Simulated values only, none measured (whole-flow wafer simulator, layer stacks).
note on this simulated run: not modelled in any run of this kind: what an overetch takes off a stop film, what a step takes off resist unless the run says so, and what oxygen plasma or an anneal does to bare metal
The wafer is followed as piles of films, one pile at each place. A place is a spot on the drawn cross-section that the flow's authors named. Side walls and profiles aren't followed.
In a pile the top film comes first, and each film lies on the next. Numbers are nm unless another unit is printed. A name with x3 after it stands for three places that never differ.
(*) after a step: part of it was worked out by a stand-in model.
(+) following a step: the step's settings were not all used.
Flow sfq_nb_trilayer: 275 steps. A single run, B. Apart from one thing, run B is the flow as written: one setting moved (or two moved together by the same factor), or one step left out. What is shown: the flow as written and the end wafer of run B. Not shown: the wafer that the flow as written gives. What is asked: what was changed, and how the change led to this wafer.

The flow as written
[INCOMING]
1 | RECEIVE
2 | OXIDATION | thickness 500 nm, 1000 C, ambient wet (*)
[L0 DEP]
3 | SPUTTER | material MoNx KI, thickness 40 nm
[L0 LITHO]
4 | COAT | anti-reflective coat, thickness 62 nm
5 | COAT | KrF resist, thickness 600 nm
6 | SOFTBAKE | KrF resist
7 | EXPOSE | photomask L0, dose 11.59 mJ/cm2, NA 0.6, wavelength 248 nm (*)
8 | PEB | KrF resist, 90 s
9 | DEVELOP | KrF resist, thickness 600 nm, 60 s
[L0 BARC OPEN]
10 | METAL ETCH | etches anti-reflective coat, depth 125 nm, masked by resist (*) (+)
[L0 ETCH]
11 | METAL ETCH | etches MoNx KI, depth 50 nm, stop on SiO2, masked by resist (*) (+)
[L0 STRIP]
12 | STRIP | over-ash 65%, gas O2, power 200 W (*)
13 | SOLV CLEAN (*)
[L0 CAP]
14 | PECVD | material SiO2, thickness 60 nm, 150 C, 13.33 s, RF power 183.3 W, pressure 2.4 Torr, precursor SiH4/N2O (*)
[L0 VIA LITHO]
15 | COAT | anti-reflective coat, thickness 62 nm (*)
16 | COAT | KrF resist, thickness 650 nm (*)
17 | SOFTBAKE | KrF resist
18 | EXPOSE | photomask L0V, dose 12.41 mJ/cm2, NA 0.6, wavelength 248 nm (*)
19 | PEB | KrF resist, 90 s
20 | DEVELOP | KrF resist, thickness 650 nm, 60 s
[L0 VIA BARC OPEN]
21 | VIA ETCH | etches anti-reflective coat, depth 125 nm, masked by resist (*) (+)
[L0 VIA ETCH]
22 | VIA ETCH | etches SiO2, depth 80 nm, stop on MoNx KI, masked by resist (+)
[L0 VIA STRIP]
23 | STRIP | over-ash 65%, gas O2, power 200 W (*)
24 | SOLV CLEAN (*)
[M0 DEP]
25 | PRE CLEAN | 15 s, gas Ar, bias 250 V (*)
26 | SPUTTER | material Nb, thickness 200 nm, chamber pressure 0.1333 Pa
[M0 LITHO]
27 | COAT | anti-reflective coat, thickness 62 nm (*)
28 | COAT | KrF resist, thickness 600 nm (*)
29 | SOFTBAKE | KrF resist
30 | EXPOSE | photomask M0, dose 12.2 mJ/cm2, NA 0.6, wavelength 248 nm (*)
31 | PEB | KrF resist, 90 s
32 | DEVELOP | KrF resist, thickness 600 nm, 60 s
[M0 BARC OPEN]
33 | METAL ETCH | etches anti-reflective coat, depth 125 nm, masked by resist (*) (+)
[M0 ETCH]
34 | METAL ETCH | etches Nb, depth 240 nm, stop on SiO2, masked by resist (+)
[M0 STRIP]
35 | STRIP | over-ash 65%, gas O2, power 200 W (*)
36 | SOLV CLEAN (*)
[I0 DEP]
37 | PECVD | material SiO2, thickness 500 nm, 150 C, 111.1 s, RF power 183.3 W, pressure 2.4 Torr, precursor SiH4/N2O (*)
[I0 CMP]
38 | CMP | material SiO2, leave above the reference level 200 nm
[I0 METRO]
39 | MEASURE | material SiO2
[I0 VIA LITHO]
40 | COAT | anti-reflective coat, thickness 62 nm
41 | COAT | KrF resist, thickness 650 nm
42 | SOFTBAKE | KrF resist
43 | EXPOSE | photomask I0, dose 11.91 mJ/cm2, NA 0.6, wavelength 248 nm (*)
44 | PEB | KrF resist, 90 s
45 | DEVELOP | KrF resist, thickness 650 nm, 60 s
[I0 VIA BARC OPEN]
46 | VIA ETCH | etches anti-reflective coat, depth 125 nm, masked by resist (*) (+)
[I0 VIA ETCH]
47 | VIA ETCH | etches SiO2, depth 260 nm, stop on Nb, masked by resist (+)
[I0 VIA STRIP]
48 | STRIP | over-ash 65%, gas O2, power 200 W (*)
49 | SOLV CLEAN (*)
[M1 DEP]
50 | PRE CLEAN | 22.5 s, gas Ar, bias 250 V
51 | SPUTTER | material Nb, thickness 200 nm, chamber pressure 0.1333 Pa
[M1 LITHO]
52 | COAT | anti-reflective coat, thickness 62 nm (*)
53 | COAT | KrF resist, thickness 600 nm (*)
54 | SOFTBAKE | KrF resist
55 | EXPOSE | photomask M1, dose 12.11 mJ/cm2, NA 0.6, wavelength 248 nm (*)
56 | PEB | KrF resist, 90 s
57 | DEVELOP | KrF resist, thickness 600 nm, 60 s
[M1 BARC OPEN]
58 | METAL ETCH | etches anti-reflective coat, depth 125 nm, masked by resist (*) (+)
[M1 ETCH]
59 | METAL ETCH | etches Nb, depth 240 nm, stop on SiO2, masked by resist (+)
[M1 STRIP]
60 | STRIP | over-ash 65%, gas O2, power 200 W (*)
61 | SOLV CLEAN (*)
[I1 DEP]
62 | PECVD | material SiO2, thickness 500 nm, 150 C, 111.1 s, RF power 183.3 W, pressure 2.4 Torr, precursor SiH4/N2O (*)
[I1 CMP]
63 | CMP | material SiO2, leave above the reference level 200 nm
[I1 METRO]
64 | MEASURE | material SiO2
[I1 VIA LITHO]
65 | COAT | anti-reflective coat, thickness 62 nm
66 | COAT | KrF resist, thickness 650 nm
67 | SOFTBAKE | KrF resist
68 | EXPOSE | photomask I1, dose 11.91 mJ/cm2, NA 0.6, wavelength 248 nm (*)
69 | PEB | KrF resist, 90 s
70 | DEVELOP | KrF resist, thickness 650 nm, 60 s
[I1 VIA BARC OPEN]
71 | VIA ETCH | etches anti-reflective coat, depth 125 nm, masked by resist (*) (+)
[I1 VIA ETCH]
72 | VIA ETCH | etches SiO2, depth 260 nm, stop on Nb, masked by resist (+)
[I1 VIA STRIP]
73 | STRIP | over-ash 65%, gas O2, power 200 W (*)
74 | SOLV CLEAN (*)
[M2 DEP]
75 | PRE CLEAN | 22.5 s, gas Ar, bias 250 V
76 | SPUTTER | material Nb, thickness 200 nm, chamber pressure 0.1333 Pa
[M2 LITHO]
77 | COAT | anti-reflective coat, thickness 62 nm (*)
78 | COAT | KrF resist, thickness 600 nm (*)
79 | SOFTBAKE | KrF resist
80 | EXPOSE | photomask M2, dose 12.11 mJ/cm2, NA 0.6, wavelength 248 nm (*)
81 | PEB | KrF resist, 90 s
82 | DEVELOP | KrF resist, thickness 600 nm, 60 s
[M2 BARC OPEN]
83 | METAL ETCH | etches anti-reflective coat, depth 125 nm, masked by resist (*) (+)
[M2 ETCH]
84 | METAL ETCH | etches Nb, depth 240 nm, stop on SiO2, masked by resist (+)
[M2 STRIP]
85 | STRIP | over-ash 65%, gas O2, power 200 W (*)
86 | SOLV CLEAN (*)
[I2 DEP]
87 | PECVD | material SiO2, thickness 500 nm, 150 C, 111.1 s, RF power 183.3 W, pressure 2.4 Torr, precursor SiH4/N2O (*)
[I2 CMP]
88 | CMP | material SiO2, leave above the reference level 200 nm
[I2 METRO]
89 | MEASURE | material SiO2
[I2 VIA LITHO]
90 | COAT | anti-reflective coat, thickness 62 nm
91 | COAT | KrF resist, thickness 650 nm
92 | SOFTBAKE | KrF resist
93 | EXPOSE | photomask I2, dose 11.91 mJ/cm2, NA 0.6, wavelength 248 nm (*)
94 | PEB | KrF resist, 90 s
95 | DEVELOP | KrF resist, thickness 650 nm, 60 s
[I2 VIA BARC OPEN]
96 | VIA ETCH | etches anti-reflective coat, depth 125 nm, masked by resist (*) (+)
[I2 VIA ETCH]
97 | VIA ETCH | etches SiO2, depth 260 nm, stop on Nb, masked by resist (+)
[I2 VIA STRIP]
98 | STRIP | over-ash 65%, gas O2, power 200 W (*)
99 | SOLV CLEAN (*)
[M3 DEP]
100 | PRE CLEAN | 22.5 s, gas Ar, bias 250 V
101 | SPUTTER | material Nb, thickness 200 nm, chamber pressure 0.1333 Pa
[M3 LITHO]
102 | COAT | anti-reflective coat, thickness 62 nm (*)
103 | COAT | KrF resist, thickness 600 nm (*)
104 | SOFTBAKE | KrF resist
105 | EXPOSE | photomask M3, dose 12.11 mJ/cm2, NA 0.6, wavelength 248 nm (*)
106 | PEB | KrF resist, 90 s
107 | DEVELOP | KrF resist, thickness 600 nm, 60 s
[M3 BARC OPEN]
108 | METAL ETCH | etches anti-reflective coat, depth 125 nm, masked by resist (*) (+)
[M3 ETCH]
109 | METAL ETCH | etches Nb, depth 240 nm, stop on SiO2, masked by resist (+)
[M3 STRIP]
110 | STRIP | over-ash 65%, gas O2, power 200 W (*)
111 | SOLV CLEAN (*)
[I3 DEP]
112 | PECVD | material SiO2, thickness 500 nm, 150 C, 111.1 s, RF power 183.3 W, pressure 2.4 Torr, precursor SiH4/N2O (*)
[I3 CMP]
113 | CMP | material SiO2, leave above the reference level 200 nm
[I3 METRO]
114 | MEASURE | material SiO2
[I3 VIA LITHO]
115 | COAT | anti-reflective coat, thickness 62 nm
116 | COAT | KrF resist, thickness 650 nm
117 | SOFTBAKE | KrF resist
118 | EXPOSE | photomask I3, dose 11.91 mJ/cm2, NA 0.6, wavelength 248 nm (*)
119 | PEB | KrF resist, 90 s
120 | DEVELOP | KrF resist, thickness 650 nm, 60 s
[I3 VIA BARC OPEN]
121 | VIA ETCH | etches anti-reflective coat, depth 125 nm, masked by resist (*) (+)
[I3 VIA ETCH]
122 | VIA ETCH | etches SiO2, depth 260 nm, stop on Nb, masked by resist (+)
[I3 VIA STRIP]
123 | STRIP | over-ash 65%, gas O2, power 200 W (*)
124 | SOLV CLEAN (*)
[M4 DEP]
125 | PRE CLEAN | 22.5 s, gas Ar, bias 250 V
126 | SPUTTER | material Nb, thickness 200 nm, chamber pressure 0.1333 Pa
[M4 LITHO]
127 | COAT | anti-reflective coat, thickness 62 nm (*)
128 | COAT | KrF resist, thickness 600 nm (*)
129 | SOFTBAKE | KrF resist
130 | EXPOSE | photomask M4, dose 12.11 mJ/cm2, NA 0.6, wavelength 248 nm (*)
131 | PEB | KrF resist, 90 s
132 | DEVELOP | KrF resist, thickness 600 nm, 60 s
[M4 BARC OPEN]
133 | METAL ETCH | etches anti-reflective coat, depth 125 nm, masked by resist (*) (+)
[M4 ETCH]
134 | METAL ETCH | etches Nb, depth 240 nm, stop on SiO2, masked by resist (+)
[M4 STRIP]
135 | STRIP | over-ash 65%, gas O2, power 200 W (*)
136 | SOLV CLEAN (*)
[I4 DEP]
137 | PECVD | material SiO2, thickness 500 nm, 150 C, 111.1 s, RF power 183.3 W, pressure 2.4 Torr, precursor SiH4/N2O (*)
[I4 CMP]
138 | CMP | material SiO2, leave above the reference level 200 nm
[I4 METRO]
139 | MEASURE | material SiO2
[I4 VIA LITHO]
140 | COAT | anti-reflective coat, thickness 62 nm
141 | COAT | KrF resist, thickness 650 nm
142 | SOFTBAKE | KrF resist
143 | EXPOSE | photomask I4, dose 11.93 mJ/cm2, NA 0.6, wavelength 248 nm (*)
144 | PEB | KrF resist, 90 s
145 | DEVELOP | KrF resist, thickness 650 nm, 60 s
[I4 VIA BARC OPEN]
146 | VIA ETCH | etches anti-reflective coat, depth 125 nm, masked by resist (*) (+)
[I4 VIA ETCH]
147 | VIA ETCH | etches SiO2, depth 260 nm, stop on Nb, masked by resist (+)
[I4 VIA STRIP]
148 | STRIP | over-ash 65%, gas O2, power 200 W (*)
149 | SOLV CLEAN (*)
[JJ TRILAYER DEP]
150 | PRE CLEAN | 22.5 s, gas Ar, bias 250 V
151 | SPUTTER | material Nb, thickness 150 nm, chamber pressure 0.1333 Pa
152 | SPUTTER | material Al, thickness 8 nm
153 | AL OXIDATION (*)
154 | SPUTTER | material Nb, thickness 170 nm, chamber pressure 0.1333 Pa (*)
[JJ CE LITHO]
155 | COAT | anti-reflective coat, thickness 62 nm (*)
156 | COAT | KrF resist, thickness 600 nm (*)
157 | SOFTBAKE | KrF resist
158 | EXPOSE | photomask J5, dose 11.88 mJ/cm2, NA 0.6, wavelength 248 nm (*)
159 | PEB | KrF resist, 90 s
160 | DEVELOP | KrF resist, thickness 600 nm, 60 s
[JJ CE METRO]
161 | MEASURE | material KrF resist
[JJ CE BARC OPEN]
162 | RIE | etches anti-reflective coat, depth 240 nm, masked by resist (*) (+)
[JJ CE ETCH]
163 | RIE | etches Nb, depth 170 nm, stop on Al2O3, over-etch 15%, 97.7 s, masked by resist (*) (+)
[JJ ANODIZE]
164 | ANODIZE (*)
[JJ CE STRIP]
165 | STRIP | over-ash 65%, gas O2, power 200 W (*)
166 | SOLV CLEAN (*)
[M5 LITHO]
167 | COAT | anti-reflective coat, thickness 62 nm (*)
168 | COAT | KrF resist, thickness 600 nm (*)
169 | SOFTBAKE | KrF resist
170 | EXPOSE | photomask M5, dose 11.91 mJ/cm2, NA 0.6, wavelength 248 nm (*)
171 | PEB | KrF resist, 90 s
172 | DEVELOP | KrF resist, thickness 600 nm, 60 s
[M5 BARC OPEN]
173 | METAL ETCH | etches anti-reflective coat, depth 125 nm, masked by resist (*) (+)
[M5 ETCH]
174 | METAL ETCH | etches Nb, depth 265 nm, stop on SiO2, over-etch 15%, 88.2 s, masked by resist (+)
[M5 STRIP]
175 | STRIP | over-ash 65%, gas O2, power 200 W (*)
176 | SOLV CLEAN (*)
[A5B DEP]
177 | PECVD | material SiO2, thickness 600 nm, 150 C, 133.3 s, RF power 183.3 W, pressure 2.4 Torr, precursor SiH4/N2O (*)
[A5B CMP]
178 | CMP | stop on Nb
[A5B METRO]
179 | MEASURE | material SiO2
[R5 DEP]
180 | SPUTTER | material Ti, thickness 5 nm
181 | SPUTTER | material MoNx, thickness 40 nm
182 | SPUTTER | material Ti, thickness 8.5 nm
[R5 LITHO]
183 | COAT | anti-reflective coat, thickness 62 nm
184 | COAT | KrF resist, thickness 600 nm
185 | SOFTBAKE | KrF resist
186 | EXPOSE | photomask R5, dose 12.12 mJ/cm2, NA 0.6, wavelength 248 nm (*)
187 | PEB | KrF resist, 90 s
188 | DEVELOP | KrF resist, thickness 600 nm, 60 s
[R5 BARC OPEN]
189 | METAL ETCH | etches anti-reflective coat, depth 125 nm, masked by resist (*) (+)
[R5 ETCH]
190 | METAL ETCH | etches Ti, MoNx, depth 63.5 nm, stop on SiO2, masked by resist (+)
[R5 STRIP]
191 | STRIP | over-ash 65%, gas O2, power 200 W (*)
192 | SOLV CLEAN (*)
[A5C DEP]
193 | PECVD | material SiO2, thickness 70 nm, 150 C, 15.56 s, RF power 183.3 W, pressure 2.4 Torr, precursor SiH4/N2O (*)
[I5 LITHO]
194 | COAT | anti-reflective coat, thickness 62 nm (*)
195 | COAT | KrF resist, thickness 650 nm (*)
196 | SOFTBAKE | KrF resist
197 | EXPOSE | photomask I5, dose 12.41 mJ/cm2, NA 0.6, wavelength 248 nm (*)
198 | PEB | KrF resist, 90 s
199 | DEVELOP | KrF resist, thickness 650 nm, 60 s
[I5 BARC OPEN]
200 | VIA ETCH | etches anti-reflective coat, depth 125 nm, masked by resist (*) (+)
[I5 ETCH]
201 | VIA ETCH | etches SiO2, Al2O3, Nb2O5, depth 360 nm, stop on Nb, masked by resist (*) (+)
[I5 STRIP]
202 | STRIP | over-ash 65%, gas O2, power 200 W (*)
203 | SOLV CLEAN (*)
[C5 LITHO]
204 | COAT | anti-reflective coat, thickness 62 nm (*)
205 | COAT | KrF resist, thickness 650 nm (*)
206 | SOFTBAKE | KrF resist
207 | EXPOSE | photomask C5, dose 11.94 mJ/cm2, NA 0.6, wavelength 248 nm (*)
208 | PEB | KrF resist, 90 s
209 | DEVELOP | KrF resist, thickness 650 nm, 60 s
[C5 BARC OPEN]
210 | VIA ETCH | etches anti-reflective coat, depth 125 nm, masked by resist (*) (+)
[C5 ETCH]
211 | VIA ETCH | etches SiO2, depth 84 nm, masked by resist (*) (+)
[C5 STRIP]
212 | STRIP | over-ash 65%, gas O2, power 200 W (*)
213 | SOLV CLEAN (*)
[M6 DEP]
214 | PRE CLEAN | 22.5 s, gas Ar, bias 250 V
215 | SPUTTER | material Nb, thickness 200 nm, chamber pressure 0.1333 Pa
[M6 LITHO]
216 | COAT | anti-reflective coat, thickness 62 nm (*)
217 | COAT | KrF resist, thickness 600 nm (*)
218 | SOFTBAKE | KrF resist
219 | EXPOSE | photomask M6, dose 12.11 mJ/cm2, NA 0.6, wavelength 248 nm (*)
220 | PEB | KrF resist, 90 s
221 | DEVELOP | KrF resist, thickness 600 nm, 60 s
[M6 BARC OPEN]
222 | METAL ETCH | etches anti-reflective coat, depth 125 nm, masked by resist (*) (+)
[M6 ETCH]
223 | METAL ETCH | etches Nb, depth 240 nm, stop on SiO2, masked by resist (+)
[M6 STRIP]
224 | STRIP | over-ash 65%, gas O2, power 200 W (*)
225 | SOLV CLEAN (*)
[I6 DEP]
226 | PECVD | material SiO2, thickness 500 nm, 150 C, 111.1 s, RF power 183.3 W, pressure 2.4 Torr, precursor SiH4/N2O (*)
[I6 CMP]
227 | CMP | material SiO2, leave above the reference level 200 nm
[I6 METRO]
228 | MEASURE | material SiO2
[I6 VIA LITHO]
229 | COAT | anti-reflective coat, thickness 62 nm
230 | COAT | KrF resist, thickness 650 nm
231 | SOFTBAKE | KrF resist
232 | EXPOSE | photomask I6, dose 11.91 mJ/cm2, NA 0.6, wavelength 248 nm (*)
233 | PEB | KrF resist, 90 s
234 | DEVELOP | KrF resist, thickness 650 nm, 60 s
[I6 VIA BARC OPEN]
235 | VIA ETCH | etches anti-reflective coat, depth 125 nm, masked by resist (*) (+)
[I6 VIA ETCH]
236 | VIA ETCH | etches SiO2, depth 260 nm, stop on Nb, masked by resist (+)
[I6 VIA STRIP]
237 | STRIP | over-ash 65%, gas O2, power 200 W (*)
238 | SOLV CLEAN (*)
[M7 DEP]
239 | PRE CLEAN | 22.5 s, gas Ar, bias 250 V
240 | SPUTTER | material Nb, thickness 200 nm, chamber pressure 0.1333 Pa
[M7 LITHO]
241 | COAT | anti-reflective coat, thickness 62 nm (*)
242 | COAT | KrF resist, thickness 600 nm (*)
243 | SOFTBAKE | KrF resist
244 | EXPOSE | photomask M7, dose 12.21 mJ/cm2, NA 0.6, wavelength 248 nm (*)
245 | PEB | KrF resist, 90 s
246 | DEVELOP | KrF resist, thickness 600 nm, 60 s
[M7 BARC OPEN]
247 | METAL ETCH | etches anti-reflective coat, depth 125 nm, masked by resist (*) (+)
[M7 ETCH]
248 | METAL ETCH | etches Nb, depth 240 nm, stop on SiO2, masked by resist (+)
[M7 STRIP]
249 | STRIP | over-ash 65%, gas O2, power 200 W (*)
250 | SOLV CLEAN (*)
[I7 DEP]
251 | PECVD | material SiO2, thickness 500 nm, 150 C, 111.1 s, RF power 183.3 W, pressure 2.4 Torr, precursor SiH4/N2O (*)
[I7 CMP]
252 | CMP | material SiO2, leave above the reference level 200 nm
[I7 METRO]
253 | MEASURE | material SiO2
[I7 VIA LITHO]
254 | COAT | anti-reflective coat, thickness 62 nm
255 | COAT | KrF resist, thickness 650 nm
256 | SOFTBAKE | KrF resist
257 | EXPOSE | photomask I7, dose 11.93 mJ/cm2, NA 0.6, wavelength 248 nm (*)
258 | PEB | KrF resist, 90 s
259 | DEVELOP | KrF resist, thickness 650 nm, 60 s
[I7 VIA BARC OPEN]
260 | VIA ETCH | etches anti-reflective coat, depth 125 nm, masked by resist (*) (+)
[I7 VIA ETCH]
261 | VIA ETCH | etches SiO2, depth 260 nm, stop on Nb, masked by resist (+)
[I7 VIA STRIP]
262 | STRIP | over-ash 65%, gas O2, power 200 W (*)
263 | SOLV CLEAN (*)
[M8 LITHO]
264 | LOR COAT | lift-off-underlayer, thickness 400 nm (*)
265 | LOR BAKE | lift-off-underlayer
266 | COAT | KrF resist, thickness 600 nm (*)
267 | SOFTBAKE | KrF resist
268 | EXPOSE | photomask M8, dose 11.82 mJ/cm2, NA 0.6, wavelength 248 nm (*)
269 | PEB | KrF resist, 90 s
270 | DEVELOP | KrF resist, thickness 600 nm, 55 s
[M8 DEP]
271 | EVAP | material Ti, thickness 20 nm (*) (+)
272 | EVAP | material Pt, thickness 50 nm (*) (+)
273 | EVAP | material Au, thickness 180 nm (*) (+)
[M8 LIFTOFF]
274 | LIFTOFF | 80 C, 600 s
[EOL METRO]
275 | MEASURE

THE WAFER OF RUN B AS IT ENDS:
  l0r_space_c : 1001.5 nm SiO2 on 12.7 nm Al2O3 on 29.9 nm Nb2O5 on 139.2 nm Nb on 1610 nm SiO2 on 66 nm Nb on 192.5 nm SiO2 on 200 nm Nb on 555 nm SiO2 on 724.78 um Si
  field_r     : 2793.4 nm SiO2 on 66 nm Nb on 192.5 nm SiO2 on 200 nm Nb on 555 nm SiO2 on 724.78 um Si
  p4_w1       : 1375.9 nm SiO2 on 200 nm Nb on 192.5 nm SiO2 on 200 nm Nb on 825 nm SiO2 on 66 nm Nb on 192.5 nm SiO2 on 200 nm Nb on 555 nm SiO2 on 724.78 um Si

The reason: step 51, SPUTTER: thickness 306 nm was run, though the flow has thickness 200 nm.

The path from the change to this, step by step:
  51 | SPUTTER | material Nb, thickness 200 nm, chamber pressure 0.1333 Pa
      field_l, v_sur, via_wl and 102 more: Nb gains 306 (new film) (in the flow as written it would be: Nb gains 200 (new film))
      via_w: Nb gains 268.7 (in the flow as written it would be: Nb gains 174.5)
  59 | METAL ETCH | etches Nb, depth 240 nm, stop on SiO2, masked by resist (+)
      field_l, be, be_sur and 79 more: Nb loses 240 (in the flow as written it would be: Nb loses 200 (all of it))
  62 | PECVD | material SiO2, thickness 500 nm, 150 C, 111.1 s, RF power 183.3 W, pressure 2.4 Torr, precursor SiH4/N2O (*)
      field_l, be, be_sur and 72 more: SiO2 gains 500 (new film) (in the flow as written it would be: SiO2 gains 500)
      lsp_m, ln_m6, lsp_r, l0_sur, l0v: SiO2 gains 493.9 (new film) (in the flow as written it would be: SiO2 gains 494.9)
      (also at 3 further places)
  63 | CMP | material SiO2, leave above the reference level 200 nm
      field_l, be, be_sur and 72 more: SiO2 loses 60 (in the flow as written it would be: SiO2 loses 100)
      lsp_m, ln_m6, lsp_r, l0_sur, l0v: SiO2 loses 53.9 (in the flow as written it would be: SiO2 loses 94.9)
      (also at 1 further place)
With metal films that touch counted as one body, l0r_space_c has 3 bodies (between them, from the top down: SiO2 1610; SiO2 192.5); the flow as written gives 2 bodies (between them, from the top down: SiO2 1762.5).
With metal films that touch counted as one body, field_r has 2 bodies (between them, from the top down: SiO2 192.5); the flow as written gives 1 body.
With metal films that touch counted as one body, p4_w1 has 4 bodies (between them, from the top down: SiO2 192.5; SiO2 825; SiO2 192.5); the flow as written gives 3 bodies (between them, from the top down: SiO2 192.5; SiO2 977.5).
